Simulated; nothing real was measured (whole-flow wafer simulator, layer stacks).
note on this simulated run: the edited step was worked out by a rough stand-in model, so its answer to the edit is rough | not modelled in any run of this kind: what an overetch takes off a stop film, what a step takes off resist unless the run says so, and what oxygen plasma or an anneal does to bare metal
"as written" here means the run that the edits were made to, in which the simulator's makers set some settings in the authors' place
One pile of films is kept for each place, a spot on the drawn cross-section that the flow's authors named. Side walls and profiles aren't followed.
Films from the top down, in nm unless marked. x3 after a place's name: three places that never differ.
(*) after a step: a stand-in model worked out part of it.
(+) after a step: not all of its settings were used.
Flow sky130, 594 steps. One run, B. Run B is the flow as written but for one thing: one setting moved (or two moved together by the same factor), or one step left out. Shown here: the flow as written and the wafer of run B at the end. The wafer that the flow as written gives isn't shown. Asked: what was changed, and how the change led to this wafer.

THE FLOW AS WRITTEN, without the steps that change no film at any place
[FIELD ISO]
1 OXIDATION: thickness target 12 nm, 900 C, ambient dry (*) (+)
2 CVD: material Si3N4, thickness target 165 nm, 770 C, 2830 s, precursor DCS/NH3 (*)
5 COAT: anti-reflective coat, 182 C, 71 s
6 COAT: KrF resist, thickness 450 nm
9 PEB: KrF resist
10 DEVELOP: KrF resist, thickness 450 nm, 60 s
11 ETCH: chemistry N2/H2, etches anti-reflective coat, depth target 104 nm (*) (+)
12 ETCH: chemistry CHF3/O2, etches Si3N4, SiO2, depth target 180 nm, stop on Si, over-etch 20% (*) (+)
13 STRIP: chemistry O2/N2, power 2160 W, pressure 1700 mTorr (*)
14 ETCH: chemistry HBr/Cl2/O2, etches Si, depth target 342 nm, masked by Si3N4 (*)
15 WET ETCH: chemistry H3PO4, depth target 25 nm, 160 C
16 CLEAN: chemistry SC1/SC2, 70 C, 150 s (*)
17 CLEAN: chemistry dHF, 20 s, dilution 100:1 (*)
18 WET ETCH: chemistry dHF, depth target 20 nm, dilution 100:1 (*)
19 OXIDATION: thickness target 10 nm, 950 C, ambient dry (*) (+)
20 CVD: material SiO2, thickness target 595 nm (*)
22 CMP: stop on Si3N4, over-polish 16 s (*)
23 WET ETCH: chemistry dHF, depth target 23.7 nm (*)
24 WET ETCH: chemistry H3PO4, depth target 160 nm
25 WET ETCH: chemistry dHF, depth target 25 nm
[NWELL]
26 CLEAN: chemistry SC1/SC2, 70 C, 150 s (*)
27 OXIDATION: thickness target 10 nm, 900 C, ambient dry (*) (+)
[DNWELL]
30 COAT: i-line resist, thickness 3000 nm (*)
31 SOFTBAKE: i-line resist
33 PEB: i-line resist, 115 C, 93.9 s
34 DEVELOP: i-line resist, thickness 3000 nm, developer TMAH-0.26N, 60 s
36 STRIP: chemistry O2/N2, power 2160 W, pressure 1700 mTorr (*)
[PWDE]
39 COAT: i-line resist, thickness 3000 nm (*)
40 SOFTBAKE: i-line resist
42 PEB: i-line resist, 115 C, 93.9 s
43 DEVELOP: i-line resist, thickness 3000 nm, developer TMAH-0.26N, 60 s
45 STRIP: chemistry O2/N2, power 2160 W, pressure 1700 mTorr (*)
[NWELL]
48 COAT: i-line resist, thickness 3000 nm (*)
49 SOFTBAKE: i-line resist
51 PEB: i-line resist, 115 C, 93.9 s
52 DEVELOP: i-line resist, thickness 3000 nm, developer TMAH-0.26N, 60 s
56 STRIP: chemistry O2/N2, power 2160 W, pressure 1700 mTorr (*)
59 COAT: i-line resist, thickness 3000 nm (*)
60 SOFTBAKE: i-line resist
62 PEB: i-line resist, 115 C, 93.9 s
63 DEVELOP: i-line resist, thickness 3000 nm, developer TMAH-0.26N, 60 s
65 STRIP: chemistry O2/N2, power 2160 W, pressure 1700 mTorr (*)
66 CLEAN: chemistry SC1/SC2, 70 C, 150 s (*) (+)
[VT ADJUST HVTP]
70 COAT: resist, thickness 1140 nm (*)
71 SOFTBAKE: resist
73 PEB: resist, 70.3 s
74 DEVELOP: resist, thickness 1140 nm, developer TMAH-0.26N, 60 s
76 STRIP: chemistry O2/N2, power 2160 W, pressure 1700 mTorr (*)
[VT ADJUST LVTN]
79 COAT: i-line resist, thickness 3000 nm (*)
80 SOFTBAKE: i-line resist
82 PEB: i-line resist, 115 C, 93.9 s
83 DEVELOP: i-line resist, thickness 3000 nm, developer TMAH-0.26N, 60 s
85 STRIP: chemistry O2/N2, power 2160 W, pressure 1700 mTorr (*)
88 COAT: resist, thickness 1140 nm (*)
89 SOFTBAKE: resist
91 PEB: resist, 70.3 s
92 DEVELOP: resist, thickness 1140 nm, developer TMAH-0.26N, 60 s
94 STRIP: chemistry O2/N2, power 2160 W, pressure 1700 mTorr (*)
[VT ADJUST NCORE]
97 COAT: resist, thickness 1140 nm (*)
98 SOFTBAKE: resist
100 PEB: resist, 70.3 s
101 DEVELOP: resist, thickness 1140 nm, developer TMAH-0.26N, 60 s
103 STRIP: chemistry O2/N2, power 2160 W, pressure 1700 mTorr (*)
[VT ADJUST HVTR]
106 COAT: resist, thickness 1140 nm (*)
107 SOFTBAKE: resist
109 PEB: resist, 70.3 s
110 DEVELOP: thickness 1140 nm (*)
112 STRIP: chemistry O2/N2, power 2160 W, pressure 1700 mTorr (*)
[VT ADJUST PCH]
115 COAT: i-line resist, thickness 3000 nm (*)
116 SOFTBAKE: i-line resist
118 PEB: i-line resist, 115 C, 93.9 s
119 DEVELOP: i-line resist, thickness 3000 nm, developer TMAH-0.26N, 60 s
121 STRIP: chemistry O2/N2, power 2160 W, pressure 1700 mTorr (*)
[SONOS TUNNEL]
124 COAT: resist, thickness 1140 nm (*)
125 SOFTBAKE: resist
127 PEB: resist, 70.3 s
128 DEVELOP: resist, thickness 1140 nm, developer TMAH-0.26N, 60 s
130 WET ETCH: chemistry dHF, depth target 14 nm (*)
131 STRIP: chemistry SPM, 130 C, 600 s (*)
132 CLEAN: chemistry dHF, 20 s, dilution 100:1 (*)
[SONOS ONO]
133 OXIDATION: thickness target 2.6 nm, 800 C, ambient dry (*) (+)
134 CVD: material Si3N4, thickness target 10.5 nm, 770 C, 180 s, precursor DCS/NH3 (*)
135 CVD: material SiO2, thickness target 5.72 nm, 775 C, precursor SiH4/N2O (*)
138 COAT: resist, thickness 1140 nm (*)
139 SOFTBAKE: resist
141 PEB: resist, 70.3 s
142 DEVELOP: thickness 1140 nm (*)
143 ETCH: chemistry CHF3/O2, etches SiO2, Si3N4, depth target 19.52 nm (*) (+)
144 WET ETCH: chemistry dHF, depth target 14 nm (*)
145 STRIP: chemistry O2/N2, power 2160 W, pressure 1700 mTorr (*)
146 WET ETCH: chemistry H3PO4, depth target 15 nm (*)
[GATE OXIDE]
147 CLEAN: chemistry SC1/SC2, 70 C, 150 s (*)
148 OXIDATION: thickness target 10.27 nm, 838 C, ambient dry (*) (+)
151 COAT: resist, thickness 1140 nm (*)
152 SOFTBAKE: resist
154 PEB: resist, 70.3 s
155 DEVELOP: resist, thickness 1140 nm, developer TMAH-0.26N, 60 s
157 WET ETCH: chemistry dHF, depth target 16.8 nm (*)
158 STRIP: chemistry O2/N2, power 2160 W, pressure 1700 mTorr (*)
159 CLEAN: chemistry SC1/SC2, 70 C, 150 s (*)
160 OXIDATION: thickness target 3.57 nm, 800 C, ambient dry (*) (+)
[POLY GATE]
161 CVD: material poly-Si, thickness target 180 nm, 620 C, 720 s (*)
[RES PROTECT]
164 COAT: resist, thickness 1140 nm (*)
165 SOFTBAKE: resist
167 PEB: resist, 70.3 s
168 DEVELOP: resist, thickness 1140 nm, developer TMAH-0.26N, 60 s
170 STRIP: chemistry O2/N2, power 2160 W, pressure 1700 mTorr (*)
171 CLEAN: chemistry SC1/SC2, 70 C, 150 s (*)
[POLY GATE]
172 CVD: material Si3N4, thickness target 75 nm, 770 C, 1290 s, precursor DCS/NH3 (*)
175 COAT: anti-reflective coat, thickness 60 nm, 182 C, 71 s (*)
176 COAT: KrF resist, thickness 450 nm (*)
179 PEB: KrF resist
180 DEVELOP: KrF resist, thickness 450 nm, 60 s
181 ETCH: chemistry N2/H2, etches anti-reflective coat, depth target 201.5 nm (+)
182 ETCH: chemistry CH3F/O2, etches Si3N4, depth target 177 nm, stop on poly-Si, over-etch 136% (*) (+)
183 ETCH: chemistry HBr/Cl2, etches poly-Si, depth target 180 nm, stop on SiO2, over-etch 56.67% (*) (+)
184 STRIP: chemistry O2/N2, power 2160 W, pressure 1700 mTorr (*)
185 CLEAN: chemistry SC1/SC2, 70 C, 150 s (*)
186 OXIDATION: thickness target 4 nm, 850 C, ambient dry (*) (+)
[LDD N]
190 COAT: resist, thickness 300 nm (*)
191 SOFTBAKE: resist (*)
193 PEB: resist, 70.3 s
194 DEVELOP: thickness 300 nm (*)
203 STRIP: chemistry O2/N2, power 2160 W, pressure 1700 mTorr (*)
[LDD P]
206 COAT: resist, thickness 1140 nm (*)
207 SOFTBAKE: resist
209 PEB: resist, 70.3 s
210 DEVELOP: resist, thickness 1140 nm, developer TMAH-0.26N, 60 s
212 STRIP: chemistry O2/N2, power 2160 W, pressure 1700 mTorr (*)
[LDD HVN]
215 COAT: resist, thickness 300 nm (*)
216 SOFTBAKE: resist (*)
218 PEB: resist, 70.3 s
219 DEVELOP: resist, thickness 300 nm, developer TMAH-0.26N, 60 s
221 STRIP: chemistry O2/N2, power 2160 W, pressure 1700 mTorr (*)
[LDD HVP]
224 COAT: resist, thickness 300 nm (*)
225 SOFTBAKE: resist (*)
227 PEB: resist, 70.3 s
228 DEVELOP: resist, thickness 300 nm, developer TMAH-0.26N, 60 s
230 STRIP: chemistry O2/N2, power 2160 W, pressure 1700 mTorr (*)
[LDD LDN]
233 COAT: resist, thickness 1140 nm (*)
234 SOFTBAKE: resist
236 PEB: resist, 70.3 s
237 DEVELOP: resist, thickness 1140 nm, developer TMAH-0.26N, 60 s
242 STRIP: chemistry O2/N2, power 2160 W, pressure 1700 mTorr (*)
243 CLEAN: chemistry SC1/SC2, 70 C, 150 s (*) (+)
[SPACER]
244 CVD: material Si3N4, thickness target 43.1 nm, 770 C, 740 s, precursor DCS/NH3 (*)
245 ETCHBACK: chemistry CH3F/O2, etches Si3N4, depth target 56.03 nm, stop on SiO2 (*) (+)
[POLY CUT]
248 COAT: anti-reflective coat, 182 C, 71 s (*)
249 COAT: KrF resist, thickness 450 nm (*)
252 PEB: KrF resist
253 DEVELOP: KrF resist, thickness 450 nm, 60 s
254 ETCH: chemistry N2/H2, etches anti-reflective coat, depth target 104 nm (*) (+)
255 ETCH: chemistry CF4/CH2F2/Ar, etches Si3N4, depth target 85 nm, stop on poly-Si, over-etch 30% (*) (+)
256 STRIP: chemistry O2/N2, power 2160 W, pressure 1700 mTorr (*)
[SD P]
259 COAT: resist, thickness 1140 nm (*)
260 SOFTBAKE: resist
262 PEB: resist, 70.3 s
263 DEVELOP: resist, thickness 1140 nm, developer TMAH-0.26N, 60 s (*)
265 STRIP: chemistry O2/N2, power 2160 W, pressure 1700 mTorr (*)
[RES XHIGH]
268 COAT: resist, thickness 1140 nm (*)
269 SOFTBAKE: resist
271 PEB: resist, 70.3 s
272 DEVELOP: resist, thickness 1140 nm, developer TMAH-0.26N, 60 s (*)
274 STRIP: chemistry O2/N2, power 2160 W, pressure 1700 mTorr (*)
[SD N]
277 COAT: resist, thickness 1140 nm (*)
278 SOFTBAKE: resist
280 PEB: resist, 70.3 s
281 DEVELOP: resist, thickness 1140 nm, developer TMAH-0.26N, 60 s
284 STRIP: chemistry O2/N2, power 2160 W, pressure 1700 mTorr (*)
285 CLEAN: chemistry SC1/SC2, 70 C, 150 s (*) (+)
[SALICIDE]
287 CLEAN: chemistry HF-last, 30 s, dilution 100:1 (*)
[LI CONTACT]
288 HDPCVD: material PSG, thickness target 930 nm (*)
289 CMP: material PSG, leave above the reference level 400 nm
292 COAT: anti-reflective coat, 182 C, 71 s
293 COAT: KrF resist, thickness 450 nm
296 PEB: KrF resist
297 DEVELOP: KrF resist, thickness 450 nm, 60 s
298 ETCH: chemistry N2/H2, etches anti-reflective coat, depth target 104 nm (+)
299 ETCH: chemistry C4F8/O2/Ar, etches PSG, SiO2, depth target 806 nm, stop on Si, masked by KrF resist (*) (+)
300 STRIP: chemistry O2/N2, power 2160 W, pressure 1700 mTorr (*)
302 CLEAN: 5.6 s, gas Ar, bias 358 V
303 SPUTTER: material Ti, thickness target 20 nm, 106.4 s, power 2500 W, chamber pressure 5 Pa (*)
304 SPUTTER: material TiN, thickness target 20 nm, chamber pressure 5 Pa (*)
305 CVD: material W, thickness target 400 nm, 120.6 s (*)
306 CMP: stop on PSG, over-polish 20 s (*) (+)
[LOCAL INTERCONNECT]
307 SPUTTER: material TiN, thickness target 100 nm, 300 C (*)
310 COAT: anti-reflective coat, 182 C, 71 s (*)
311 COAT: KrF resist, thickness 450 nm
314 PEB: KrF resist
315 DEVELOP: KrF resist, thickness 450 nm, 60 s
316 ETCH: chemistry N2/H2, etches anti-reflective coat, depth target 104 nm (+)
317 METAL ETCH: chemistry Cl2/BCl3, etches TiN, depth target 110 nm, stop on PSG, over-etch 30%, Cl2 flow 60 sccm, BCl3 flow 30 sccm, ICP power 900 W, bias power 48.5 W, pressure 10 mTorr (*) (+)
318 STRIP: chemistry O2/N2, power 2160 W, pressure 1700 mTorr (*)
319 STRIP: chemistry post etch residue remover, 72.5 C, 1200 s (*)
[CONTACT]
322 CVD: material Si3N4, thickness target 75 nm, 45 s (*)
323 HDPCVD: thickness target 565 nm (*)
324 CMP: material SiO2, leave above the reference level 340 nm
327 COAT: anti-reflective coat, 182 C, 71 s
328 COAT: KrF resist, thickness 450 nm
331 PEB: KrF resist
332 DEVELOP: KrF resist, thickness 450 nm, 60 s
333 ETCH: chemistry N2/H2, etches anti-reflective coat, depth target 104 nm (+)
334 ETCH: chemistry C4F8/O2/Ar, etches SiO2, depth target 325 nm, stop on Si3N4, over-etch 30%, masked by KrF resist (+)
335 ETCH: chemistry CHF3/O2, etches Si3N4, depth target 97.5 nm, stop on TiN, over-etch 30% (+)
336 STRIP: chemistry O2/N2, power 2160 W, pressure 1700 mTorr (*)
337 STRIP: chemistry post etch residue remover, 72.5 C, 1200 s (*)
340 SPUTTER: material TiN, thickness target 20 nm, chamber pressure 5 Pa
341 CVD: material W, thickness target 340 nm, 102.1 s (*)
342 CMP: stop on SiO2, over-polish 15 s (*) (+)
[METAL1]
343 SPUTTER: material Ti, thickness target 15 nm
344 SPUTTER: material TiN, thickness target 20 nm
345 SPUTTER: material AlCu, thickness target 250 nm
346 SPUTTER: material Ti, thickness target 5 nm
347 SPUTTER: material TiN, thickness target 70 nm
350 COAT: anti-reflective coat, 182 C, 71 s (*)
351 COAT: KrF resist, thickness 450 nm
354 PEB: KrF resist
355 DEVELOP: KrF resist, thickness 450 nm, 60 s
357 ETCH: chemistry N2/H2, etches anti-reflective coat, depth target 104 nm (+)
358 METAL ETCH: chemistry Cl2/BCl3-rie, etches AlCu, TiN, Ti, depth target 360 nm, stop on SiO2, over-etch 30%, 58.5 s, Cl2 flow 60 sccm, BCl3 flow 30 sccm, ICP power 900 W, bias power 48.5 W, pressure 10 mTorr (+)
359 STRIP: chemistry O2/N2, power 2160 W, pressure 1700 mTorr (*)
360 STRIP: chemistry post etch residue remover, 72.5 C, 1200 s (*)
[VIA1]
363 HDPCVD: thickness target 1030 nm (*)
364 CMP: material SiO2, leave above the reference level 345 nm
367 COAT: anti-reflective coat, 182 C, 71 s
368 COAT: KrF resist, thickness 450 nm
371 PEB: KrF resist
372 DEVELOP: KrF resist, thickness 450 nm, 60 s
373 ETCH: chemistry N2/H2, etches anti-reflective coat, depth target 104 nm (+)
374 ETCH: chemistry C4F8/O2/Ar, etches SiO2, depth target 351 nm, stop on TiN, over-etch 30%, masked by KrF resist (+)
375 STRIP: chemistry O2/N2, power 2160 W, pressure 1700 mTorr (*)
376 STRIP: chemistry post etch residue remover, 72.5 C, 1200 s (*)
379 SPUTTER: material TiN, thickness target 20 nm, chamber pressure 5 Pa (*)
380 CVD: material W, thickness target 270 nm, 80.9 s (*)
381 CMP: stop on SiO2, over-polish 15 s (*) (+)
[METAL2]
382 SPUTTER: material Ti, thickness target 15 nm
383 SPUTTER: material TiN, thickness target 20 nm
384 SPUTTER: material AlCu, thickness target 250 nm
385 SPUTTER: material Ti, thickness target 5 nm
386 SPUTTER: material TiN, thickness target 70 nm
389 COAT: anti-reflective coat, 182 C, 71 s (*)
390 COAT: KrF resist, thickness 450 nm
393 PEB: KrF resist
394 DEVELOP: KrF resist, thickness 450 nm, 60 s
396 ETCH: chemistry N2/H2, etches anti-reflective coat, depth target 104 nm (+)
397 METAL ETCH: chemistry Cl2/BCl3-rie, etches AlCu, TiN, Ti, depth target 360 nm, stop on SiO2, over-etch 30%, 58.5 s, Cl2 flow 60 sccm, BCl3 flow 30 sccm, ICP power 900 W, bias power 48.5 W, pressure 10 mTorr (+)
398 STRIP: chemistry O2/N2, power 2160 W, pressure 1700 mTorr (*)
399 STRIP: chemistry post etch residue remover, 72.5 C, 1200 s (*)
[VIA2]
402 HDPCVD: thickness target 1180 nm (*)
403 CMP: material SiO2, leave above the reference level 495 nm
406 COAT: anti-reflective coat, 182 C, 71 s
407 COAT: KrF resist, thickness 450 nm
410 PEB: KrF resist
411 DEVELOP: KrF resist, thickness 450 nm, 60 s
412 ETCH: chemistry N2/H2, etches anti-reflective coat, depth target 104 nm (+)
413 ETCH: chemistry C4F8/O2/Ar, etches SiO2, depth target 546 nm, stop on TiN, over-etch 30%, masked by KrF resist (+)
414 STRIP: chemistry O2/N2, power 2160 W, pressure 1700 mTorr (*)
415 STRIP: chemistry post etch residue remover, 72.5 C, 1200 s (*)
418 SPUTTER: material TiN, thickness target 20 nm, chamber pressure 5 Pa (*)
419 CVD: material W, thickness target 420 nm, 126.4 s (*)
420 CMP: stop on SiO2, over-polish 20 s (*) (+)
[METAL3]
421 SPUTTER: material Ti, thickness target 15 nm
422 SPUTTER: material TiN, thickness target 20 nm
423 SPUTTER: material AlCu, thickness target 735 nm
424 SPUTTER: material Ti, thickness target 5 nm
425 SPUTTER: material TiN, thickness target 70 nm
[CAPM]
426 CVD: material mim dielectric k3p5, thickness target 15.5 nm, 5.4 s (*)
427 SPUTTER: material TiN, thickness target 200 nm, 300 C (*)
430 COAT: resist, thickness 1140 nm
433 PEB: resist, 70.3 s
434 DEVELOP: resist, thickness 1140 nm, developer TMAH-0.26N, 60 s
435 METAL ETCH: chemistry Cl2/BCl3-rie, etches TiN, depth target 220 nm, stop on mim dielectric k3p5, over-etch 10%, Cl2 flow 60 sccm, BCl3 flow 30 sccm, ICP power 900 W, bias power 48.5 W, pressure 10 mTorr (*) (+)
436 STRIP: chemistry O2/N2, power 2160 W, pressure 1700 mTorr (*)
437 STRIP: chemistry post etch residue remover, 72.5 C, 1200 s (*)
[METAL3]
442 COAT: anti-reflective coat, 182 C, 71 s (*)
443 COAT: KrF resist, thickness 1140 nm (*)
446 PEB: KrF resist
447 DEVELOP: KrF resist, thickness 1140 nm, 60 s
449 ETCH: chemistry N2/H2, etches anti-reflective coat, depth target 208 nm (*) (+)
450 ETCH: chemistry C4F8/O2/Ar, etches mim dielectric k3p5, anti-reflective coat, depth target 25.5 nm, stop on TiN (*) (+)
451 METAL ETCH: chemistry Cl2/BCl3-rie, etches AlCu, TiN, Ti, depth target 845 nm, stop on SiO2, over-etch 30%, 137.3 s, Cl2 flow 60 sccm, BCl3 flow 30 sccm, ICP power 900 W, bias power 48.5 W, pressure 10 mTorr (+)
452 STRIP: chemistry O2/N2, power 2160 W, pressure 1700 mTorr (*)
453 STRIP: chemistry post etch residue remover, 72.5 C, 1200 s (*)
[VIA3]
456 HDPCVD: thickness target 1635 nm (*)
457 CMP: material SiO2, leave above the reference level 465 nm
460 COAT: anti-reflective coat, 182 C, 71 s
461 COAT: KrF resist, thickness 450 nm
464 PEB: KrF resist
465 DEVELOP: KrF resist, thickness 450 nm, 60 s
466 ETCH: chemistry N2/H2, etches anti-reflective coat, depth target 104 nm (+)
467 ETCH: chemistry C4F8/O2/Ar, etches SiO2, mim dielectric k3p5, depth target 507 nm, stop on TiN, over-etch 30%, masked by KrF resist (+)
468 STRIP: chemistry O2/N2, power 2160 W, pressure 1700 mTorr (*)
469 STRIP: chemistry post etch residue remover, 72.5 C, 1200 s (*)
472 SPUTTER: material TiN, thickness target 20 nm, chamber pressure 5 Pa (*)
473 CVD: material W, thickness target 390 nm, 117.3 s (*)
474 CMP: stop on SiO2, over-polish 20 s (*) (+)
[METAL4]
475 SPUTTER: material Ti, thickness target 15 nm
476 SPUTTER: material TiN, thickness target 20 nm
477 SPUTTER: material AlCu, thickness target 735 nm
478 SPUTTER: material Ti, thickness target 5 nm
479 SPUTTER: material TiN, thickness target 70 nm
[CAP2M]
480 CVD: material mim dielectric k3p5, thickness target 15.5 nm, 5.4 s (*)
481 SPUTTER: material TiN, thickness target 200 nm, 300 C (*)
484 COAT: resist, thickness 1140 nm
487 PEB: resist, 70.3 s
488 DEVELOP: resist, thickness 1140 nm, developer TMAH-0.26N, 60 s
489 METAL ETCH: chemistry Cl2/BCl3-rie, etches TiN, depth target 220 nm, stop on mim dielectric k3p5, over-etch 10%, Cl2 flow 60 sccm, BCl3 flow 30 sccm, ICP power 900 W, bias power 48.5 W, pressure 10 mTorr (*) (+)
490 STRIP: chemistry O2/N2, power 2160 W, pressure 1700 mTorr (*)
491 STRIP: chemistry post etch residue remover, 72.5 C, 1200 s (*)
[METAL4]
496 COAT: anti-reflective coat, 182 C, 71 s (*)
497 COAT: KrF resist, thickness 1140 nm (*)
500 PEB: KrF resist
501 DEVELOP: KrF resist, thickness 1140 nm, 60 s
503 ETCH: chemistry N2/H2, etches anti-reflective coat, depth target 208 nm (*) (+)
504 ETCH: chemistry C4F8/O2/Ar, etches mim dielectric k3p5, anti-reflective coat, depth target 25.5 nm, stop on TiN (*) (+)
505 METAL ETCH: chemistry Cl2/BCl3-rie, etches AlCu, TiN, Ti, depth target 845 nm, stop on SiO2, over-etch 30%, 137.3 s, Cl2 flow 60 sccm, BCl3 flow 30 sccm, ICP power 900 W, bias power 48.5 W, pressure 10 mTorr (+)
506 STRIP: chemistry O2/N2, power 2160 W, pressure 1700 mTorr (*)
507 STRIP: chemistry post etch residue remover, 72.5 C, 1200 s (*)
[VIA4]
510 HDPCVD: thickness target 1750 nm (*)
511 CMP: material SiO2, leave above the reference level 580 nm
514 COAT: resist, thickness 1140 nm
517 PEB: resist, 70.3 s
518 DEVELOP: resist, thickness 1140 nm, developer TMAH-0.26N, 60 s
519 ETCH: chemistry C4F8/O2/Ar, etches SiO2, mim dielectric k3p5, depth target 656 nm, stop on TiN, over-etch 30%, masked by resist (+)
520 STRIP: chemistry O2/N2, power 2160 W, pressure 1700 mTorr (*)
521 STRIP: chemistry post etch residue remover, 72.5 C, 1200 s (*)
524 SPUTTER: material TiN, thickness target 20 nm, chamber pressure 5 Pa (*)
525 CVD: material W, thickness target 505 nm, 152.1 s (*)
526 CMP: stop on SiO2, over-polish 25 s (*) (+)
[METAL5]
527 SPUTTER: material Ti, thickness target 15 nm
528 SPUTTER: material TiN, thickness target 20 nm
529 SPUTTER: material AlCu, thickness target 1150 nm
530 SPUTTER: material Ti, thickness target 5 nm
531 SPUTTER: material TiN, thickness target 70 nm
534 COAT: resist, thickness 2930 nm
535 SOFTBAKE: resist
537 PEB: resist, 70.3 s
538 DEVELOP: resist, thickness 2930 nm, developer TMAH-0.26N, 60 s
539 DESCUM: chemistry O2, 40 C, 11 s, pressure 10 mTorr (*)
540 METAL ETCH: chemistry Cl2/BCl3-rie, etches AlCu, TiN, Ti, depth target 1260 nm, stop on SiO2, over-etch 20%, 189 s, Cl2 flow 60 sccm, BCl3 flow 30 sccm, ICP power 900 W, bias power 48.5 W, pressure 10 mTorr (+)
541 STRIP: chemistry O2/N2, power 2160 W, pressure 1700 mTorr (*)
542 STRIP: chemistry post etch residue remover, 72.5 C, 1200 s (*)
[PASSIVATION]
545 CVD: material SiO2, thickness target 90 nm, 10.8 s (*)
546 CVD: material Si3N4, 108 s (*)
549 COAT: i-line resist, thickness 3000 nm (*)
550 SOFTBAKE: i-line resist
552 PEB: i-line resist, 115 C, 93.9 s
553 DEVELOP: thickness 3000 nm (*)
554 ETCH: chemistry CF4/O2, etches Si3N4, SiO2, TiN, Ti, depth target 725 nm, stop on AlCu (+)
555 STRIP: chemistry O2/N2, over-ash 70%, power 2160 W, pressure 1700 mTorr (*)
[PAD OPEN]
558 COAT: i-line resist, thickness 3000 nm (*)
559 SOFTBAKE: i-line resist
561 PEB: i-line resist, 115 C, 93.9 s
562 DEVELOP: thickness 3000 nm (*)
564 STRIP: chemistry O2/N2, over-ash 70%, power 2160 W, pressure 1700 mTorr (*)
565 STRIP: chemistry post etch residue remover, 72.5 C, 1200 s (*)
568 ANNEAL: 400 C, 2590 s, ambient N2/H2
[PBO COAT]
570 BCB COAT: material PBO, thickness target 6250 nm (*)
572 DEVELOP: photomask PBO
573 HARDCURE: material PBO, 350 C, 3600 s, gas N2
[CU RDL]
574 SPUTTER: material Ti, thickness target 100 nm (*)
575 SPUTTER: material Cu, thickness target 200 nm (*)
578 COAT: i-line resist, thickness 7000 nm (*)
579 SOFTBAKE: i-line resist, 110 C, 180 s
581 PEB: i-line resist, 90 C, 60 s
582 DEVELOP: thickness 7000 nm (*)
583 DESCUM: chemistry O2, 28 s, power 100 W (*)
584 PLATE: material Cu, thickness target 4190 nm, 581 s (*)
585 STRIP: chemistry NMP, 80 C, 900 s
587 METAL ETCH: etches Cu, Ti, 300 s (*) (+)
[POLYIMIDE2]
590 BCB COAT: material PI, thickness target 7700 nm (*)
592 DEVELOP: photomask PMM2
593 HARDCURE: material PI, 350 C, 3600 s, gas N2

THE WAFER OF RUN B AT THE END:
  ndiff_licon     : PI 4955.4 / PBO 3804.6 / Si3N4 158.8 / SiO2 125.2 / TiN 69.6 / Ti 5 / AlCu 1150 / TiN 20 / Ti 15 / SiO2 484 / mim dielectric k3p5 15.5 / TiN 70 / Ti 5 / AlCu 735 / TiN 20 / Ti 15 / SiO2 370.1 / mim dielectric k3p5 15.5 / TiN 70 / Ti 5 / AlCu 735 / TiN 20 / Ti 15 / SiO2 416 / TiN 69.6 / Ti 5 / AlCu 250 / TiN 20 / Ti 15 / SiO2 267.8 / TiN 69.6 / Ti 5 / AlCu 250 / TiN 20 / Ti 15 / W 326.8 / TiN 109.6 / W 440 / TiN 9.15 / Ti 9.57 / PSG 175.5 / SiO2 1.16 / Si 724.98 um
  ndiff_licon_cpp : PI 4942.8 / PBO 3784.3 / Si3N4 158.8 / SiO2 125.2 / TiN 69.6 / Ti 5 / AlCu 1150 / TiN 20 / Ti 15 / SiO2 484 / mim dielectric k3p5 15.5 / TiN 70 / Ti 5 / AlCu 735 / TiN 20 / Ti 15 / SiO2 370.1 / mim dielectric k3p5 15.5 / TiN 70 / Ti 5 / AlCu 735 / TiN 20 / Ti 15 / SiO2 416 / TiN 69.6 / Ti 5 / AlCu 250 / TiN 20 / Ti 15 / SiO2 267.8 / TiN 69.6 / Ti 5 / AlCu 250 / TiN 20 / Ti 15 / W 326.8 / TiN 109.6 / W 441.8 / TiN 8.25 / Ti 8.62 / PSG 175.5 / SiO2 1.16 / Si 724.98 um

The cause: step 299, ETCH: depth target 463 nm was run, where the flow has depth target 806 nm.

How the change led to this, step by step:
  299 ETCH: chemistry C4F8/O2/Ar, etches PSG, SiO2, depth target 806 nm, stop on Si, masked by KrF resist (*) (+)
      contact, ndiff_licon, ndiff_licon_cpp: PSG -463 (as written it would be: PSG -643.6 (all of it), SiO2 -1.16 (all of it))
      field, active, n_well and 184 more: KrF resist -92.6 (as written it would be: KrF resist -161.2)
  300 STRIP: chemistry O2/N2, power 2160 W, pressure 1700 mTorr (*)
      contact, ndiff_licon, ndiff_licon_cpp: nothing (as written it would be: chemical SiO2 +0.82 (new film), Si -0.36)
      field, active, n_well and 184 more: KrF resist -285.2 (all of it), anti-reflective coat -80 (all of it) (as written it would be: KrF resist -216.6 (all of it), anti-reflective coat -80 (all of it))
  302 CLEAN: 5.6 s, gas Ar, bias 358 V
      contact, ndiff_licon, ndiff_licon_cpp: PSG -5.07 (as written it would be: chemical SiO2 -0.82 (all of it))
  303 SPUTTER: material Ti, thickness target 20 nm, 106.4 s, power 2500 W, chamber pressure 5 Pa (*)
      ndiff_licon: Ti +9.57 (new film) (as written it would be: Ti +7.24 (new film))
      ndiff_licon_cpp: Ti +8.62 (new film) (as written it would be: Ti +6.53 (new film))
  304 SPUTTER: material TiN, thickness target 20 nm, chamber pressure 5 Pa (*)
      ndiff_licon: TiN +9.15 (new film) (as written it would be: TiN +6.83 (new film))
      ndiff_licon_cpp: TiN +8.25 (new film) (as written it would be: TiN +6.17 (new film))
  305 CVD: material W, thickness target 400 nm, 120.6 s (*)
      ndiff_licon: W +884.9 (new film) (as written it would be: W +1066.5 (new film))
      ndiff_licon_cpp: W +886.7 (new film) (as written it would be: W +1067.9 (new film))
  568 ANNEAL: 400 C, 2590 s, ambient N2/H2
      ndiff_licon, ndiff_licon_cpp: nothing (as written it would be: under 37 films: void +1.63 (new film), Ti -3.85, TiSi first +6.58 (new film), Si -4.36)
Counting metal films that touch as one body, ndiff_licon has 5 bodies (between them, from the top down: SiO2 484 / mim dielectric k3p5 15.5; SiO2 370.1 / mim dielectric k3p5 15.5; SiO2 416; SiO2 267.8); the flow as written gives 6 bodies (between them, from the top down: SiO2 484 / mim dielectric k3p5 15.5; SiO2 370.1 / mim dielectric k3p5 15.5; SiO2 416; SiO2 267.8; void 1.78).
Counting metal films that touch as one body, ndiff_licon_cpp has 5 bodies (between them, from the top down: SiO2 484 / mim dielectric k3p5 15.5; SiO2 370.1 / mim dielectric k3p5 15.5; SiO2 416; SiO2 267.8); the flow as written gives 6 bodies (between them, from the top down: SiO2 484 / mim dielectric k3p5 15.5; SiO2 370.1 / mim dielectric k3p5 15.5; SiO2 416; SiO2 267.8; void 1.78).
